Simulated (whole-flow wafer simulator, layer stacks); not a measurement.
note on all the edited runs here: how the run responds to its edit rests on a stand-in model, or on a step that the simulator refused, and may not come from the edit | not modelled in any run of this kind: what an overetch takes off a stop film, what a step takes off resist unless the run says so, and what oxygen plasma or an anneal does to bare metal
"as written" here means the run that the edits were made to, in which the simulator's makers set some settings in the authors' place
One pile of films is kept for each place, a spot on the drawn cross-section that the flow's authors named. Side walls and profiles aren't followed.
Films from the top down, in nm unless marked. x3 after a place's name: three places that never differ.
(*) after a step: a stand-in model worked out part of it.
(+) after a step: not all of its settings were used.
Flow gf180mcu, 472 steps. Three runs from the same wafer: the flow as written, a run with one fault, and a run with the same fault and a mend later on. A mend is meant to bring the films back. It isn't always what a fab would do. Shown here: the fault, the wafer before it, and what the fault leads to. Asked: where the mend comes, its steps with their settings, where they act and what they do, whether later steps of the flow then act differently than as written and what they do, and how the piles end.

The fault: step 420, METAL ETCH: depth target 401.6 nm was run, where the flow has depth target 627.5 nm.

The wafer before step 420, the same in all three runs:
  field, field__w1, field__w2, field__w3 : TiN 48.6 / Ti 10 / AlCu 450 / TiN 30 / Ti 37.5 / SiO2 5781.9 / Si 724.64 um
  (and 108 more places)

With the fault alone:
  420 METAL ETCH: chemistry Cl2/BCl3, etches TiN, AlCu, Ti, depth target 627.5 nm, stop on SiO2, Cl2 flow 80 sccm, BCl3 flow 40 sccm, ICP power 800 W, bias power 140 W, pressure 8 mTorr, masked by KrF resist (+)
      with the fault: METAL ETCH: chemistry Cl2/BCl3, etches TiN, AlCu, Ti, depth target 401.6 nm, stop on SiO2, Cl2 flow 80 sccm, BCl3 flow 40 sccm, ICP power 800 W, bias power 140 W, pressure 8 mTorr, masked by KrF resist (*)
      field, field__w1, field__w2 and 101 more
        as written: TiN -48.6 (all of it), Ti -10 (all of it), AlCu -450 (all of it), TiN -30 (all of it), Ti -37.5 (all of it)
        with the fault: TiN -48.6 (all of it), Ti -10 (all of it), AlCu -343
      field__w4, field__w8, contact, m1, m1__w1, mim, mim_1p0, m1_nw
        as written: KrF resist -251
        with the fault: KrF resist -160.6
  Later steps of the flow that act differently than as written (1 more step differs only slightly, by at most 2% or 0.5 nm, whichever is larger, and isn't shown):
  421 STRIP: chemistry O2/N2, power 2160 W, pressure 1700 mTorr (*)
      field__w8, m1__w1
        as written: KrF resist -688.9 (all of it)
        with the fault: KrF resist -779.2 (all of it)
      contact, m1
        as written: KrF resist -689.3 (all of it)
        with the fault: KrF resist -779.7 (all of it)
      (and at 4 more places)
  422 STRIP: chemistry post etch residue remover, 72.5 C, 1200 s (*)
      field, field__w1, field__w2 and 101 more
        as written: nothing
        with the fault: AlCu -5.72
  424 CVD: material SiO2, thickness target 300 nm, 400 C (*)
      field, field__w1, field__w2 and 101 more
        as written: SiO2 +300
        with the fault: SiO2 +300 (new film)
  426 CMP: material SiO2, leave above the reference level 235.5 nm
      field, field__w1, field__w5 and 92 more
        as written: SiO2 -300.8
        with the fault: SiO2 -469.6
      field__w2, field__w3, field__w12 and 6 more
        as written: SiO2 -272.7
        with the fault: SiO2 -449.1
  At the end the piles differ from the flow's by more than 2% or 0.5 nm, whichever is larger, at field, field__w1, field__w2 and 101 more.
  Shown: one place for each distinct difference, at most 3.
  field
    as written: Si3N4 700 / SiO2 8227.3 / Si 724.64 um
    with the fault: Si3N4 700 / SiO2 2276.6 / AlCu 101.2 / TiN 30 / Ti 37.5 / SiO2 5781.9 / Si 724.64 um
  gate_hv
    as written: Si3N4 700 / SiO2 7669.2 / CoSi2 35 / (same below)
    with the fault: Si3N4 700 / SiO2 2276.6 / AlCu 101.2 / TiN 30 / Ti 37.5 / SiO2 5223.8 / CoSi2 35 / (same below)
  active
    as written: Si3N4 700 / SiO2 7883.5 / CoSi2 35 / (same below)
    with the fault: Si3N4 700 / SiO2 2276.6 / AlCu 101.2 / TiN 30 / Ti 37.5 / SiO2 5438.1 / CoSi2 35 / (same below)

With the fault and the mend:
  The mend comes after step 420.
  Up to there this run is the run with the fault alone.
  420a METAL ETCH: chemistry Cl2/BCl3, etches TiN, AlCu, Ti, depth target 225.9 nm, stop on SiO2, Cl2 flow 80 sccm, BCl3 flow 40 sccm, ICP power 800 W, bias power 140 W, pressure 8 mTorr, masked by KrF resist (+) (the flow's step 420 once more, with other settings)
      field, field__w1, field__w2 and 101 more
        AlCu -107 (all of it), TiN -30 (all of it), Ti -37.5 (all of it)
      field__w4, field__w8, contact, m1, m1__w1, mim, mim_1p0, m1_nw
        KrF resist -90.4
  No later step of the flow acts differently than as written at any place that is followed.
  At the end the piles are the same as the flow's at every place that both follow.
